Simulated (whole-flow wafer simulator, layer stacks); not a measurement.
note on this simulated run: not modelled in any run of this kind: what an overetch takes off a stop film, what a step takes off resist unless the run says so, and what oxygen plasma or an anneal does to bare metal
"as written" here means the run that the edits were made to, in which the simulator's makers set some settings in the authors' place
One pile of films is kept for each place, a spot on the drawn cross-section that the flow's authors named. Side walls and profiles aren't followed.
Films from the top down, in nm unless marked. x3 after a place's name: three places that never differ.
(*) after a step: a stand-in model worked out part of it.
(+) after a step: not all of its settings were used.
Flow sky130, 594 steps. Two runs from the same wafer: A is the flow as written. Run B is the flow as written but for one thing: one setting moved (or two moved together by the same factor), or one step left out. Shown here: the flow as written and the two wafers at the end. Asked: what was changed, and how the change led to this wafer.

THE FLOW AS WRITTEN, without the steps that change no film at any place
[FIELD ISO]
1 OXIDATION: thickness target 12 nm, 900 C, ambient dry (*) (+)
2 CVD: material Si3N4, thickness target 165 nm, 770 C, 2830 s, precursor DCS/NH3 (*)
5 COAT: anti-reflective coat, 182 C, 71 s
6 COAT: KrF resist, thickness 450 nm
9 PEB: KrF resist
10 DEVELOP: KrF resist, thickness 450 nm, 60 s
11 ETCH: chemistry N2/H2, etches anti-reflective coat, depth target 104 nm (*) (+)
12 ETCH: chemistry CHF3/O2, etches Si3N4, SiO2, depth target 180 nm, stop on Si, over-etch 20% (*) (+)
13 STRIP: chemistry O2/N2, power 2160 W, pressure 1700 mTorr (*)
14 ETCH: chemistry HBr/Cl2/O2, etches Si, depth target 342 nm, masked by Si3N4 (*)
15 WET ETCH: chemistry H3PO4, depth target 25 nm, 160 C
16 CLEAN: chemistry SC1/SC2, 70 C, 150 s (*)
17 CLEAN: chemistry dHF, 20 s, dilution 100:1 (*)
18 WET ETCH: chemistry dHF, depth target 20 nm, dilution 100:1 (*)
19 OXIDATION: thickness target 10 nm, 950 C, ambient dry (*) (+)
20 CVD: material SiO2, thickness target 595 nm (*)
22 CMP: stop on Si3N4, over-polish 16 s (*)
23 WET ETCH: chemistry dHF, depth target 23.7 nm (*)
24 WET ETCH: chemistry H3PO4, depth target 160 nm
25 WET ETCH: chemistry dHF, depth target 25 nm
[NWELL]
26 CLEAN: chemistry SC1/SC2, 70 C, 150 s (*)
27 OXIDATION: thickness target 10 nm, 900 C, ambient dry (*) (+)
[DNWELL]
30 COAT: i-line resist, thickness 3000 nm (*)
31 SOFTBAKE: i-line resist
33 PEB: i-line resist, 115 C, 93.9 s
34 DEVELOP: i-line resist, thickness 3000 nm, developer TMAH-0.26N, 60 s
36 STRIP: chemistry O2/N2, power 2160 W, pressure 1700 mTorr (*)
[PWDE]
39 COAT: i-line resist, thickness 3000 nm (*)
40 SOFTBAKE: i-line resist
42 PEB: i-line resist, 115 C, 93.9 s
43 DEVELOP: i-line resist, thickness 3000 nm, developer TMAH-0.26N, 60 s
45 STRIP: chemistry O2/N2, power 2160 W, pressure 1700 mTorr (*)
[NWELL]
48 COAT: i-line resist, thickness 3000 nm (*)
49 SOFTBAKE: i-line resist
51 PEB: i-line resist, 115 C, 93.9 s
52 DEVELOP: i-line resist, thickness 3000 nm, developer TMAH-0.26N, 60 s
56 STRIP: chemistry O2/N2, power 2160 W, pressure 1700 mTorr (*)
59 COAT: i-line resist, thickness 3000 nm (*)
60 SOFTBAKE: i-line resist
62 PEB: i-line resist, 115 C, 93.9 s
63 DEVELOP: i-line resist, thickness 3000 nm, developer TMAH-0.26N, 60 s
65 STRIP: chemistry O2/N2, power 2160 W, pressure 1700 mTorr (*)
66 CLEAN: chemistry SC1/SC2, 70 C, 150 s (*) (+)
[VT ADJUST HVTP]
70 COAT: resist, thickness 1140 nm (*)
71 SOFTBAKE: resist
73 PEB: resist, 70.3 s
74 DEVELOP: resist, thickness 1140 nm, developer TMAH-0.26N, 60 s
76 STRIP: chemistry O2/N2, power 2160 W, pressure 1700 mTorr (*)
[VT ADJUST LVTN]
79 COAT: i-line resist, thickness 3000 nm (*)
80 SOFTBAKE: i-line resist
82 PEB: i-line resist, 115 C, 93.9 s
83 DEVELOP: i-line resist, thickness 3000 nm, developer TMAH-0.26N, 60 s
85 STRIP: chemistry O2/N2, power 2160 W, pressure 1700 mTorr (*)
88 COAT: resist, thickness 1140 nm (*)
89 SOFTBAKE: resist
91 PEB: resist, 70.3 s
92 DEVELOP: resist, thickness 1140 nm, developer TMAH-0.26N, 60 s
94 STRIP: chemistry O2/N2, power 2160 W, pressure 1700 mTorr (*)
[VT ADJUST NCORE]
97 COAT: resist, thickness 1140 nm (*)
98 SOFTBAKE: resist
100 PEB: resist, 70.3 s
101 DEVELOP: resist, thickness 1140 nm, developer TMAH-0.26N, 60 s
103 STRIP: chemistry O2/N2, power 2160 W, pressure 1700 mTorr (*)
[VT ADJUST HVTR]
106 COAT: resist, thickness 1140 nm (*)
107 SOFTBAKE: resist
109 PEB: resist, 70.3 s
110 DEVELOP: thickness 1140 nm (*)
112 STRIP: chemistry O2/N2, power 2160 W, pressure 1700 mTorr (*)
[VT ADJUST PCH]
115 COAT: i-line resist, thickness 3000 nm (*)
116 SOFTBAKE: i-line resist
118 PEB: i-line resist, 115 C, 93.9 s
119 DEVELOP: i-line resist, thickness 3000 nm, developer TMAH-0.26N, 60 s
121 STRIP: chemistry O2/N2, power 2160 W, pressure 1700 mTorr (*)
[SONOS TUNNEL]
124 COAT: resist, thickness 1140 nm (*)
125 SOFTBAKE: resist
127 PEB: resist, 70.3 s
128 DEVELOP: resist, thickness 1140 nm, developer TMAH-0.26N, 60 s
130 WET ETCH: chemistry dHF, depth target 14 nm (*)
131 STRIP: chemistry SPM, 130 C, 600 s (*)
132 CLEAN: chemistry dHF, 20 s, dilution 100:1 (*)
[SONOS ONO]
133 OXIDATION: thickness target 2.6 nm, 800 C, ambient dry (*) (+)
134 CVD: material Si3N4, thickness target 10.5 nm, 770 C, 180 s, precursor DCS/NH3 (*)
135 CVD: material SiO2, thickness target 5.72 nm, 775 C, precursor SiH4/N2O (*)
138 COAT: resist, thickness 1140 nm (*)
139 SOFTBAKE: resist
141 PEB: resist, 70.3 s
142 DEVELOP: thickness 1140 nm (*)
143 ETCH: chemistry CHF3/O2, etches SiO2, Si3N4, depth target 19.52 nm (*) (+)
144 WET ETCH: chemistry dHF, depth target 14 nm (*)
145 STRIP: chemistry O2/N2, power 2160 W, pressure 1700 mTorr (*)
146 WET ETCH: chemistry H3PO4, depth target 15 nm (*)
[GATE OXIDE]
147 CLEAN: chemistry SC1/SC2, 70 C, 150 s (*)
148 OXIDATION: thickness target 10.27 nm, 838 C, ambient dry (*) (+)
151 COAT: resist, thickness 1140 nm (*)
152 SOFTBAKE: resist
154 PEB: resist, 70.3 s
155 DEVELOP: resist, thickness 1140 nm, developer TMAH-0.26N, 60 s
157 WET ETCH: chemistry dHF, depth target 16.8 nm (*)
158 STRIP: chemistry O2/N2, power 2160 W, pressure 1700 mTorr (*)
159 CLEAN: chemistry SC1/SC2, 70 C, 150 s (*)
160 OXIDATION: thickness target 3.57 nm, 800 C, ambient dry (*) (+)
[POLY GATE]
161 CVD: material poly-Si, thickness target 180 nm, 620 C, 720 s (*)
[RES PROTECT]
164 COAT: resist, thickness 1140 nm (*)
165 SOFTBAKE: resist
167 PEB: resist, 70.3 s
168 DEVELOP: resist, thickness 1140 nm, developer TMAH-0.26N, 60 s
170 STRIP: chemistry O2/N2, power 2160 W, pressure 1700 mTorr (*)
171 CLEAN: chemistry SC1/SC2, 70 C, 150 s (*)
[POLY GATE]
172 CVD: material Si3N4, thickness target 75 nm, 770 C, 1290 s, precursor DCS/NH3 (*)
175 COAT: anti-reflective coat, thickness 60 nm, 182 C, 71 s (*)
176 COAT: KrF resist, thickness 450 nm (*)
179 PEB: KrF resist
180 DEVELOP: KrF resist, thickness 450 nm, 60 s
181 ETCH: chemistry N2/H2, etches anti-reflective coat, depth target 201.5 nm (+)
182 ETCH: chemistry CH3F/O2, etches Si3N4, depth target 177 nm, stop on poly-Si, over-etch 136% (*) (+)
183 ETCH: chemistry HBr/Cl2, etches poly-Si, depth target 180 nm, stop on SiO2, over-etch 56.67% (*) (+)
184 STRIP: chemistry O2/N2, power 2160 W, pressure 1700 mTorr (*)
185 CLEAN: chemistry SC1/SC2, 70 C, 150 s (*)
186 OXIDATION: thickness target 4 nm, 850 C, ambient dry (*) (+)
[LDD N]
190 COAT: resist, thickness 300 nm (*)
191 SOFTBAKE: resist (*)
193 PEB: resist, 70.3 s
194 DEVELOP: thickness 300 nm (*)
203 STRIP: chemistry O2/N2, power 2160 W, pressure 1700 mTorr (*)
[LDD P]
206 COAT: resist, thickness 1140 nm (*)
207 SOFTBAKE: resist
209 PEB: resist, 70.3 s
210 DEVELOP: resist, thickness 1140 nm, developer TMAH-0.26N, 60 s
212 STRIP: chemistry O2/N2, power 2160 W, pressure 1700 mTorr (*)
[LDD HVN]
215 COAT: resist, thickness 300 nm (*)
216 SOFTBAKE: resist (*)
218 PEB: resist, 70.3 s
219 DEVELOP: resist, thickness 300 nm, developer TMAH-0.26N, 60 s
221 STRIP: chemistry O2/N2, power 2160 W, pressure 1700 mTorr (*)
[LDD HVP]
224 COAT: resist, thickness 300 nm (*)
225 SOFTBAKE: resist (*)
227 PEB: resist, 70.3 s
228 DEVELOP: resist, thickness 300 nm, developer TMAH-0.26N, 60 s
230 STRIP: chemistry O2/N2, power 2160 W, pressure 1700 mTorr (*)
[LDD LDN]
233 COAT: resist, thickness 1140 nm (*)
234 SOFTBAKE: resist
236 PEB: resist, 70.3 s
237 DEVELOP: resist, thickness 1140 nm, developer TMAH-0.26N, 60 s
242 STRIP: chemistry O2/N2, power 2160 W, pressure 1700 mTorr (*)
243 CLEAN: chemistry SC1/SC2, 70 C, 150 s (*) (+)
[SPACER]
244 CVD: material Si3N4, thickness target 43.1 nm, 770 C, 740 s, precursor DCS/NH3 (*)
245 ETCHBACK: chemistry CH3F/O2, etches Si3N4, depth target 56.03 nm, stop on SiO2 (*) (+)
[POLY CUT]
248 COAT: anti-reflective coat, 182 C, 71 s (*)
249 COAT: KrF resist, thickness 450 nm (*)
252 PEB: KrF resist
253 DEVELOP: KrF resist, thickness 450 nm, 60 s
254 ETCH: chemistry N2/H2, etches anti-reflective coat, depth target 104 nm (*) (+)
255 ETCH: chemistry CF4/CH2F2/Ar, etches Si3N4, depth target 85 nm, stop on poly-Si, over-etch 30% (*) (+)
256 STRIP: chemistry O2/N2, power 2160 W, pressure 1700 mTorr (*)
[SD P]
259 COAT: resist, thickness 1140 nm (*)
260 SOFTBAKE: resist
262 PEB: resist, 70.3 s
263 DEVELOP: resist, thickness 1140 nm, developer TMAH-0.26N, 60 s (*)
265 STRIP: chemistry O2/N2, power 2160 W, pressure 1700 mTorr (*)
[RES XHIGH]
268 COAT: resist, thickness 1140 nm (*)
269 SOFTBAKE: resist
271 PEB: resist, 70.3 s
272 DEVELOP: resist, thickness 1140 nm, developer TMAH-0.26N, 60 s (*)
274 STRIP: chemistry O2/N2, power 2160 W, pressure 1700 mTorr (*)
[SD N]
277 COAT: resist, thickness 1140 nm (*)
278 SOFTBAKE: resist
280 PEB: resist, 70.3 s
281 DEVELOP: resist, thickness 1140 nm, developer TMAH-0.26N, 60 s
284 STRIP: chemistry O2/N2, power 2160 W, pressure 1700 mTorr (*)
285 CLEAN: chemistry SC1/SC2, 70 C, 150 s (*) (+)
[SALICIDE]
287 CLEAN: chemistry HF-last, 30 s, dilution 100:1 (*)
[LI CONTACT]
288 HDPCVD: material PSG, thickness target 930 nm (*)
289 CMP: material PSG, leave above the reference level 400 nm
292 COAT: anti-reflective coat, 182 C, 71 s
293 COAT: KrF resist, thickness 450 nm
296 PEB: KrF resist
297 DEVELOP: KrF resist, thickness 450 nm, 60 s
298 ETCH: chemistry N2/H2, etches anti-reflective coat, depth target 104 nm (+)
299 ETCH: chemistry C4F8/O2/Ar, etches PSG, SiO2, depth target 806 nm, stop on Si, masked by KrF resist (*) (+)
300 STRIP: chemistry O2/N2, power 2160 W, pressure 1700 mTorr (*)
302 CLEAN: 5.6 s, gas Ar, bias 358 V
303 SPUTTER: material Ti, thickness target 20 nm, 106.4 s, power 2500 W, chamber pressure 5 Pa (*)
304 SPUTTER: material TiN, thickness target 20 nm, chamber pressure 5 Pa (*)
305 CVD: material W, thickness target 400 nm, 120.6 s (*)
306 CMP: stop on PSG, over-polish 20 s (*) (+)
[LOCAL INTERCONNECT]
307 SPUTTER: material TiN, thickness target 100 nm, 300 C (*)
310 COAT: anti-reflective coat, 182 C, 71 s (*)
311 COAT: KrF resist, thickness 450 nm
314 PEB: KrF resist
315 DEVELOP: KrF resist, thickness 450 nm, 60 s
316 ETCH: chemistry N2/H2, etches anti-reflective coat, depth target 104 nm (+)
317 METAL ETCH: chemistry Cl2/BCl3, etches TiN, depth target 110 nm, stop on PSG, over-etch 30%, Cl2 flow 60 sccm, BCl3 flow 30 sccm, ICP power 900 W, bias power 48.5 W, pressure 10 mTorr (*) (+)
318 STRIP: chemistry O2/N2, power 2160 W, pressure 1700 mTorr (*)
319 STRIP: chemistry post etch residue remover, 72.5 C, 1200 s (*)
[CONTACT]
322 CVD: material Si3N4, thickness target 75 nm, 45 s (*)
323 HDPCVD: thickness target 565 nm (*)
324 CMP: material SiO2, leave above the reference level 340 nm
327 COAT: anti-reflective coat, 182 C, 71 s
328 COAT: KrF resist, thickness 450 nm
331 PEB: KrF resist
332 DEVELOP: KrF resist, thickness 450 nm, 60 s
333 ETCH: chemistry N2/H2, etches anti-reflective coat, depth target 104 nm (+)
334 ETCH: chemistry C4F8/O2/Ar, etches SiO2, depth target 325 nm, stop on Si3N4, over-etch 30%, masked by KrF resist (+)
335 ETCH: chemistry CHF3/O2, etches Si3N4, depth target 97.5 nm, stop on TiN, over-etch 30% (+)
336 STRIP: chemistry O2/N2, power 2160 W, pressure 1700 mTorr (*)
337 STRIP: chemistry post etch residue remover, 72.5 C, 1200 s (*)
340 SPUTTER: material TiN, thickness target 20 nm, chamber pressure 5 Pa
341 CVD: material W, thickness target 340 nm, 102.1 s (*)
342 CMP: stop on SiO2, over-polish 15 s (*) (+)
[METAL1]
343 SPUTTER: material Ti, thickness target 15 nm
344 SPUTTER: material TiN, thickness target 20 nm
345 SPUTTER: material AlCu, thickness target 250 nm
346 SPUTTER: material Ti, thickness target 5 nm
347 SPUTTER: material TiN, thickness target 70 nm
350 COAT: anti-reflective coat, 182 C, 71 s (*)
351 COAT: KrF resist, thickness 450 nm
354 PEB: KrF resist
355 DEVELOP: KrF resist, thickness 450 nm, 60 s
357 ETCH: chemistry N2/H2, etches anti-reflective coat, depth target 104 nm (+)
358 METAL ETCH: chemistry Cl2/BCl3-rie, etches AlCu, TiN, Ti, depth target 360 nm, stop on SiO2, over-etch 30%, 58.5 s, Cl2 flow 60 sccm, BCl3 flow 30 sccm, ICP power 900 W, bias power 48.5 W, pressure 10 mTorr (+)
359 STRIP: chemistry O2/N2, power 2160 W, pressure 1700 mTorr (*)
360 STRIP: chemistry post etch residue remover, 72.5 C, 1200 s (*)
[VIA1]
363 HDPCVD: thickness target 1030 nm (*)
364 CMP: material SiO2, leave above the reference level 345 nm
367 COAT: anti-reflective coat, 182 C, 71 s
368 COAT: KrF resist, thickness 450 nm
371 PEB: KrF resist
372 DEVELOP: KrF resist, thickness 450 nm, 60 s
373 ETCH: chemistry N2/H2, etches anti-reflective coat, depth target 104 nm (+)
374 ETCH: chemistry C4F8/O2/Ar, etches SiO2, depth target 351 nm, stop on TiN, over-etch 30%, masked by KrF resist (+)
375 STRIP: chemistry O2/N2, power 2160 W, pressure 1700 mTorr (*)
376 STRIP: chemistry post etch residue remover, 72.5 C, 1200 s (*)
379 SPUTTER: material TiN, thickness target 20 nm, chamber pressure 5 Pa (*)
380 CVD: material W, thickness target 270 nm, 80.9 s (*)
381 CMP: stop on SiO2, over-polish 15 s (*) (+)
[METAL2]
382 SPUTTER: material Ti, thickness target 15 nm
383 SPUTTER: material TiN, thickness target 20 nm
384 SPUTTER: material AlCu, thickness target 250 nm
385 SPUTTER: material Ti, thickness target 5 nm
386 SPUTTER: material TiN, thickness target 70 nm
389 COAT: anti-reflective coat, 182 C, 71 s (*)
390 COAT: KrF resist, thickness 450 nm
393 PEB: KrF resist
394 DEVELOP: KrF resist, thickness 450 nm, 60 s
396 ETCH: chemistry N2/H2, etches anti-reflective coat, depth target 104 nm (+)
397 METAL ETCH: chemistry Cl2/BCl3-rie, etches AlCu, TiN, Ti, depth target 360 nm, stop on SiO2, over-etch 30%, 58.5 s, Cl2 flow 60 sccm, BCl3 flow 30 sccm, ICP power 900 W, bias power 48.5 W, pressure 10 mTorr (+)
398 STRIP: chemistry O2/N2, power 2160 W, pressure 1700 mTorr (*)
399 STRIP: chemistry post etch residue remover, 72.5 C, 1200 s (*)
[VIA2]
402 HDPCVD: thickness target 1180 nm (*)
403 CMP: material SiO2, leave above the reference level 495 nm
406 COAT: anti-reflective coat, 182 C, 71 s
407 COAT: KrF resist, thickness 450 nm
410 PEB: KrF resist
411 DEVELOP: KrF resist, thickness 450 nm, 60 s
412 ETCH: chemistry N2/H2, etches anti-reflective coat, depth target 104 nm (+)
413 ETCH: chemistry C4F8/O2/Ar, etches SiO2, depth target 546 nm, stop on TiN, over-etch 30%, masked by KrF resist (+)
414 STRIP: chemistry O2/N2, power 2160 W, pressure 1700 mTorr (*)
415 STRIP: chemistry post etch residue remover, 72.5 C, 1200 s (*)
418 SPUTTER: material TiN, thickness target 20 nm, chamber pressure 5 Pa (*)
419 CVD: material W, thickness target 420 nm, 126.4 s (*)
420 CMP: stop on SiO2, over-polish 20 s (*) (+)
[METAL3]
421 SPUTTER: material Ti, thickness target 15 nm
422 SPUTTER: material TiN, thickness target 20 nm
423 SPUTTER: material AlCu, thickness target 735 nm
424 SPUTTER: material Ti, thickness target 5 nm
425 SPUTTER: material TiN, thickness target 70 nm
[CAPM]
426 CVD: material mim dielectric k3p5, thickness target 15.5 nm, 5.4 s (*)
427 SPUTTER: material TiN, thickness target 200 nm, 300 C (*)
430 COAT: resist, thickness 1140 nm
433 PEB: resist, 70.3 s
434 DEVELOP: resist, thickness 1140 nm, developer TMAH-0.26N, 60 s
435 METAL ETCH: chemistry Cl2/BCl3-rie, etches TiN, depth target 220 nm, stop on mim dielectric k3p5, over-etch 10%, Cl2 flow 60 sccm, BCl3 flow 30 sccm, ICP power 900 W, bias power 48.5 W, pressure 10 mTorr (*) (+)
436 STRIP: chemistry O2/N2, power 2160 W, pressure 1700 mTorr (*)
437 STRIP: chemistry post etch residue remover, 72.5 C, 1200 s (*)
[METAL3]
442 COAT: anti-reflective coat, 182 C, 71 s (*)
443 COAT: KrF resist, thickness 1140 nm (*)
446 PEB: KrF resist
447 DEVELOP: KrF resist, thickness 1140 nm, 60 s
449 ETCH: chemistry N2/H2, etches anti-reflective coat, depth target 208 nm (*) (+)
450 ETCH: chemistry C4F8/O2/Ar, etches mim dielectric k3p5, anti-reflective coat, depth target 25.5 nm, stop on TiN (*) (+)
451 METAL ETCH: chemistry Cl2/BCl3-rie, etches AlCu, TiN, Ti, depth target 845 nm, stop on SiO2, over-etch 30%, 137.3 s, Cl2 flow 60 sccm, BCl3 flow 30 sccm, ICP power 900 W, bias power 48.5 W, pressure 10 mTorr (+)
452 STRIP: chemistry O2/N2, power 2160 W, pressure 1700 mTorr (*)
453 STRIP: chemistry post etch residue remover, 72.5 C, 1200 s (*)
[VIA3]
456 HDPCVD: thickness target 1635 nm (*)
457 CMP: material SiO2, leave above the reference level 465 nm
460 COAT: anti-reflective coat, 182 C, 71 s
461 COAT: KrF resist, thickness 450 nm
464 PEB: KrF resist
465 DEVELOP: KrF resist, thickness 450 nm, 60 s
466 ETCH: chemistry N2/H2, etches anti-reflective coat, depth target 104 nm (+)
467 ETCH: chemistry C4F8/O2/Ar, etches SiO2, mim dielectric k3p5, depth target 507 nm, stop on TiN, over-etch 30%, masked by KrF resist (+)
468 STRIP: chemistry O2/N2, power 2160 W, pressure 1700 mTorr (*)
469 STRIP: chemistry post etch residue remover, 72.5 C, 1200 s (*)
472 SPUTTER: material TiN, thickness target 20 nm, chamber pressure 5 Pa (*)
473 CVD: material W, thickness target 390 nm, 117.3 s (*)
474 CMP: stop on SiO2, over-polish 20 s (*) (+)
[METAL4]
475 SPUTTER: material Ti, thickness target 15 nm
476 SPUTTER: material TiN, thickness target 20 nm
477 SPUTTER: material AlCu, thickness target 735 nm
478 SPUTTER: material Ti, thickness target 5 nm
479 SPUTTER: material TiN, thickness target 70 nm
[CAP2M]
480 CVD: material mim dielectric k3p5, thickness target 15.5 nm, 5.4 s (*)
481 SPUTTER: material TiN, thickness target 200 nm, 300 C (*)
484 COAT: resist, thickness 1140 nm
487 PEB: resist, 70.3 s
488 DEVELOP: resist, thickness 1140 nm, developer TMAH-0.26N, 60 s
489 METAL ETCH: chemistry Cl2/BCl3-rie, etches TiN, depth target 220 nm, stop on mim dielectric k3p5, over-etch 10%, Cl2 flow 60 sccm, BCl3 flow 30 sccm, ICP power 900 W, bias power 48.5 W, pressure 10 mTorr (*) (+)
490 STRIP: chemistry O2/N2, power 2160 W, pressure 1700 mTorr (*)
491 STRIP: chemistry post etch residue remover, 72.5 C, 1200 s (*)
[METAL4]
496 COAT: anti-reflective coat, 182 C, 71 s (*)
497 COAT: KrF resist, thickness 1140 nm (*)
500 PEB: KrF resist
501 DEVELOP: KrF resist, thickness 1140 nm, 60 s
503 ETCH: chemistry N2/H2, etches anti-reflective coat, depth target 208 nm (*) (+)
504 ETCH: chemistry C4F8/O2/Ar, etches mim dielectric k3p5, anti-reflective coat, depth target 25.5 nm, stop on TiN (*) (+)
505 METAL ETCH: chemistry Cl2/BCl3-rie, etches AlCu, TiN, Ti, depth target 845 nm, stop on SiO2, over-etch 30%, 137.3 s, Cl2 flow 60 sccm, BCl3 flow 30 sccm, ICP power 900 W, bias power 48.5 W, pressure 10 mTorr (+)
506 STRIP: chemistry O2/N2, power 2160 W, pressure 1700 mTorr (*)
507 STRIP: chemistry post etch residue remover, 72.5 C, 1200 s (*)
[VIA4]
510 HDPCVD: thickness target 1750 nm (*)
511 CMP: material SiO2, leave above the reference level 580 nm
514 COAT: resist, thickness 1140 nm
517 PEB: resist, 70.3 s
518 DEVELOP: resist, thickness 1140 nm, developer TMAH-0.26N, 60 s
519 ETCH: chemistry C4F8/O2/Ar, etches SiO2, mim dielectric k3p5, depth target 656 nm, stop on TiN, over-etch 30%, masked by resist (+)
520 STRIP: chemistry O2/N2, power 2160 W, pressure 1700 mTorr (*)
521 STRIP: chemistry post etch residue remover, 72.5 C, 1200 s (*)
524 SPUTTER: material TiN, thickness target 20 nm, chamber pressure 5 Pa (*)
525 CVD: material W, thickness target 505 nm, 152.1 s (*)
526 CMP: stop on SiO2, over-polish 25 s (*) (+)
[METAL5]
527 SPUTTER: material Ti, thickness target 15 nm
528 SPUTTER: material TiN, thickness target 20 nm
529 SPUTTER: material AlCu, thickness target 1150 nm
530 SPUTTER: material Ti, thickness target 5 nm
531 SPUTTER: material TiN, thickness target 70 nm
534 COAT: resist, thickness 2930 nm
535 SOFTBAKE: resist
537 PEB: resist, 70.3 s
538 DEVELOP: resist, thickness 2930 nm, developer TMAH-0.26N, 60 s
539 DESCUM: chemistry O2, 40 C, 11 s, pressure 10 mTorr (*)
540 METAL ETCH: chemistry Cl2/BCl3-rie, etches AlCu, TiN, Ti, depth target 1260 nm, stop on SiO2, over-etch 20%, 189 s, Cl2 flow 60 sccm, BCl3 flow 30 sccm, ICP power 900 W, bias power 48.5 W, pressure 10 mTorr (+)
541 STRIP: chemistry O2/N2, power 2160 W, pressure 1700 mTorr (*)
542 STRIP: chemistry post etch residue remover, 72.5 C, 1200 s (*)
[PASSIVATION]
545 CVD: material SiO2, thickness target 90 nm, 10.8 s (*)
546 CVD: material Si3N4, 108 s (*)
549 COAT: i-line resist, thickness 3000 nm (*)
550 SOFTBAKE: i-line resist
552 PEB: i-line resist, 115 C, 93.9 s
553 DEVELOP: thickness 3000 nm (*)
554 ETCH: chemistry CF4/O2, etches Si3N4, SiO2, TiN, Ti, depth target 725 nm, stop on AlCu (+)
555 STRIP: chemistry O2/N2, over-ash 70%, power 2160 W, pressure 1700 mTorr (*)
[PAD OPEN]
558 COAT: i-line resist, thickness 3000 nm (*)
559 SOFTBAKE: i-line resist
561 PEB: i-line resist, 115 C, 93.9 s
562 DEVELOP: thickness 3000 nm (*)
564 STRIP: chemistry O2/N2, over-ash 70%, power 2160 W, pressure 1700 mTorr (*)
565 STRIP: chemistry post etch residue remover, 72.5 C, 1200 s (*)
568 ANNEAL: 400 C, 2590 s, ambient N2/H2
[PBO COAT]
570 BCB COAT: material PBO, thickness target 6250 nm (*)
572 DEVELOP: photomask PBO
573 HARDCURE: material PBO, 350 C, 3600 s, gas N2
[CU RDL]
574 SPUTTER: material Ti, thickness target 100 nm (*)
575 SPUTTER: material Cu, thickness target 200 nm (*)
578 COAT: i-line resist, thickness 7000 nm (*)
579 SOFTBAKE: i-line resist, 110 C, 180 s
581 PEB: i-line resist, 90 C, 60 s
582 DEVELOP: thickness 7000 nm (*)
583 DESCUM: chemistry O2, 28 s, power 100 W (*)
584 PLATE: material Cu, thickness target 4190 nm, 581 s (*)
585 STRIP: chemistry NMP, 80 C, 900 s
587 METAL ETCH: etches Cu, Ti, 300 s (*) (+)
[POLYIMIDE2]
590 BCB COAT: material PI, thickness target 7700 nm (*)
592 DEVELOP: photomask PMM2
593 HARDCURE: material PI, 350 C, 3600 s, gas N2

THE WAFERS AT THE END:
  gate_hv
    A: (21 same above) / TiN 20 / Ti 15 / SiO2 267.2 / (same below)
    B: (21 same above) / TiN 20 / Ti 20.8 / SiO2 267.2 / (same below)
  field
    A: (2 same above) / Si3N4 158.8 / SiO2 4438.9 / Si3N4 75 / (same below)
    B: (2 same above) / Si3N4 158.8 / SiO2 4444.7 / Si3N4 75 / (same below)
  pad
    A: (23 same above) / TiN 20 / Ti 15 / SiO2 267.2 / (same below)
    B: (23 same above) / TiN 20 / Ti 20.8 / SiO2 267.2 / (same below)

The cause: step 382, SPUTTER: thickness target 20.8 nm was run, where the flow has thickness target 15 nm.
It can be read off the wafer: gate_hv has Ti 20.8, and step 382 as written asks for 15 nm.

How the change led to this, step by step:
  382 SPUTTER: material Ti, thickness target 15 nm
      field, active, n_well and 188 more: A Ti +15 (new film) | B Ti +20.8 (new film)
  397 METAL ETCH: chemistry Cl2/BCl3-rie, etches AlCu, TiN, Ti, depth target 360 nm, stop on SiO2, over-etch 30%, 58.5 s, Cl2 flow 60 sccm, BCl3 flow 30 sccm, ICP power 900 W, bias power 48.5 W, pressure 10 mTorr (+)
      field, active, gate and 82 more: A TiN -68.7 (all of it), Ti -5 (all of it), AlCu -250 (all of it), TiN -20 (all of it), Ti -15 (all of it), SiO2 -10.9 | B TiN -68.7 (all of it), Ti -5 (all of it), AlCu -250 (all of it), TiN -20 (all of it), Ti -20.8 (all of it), SiO2 -10.4
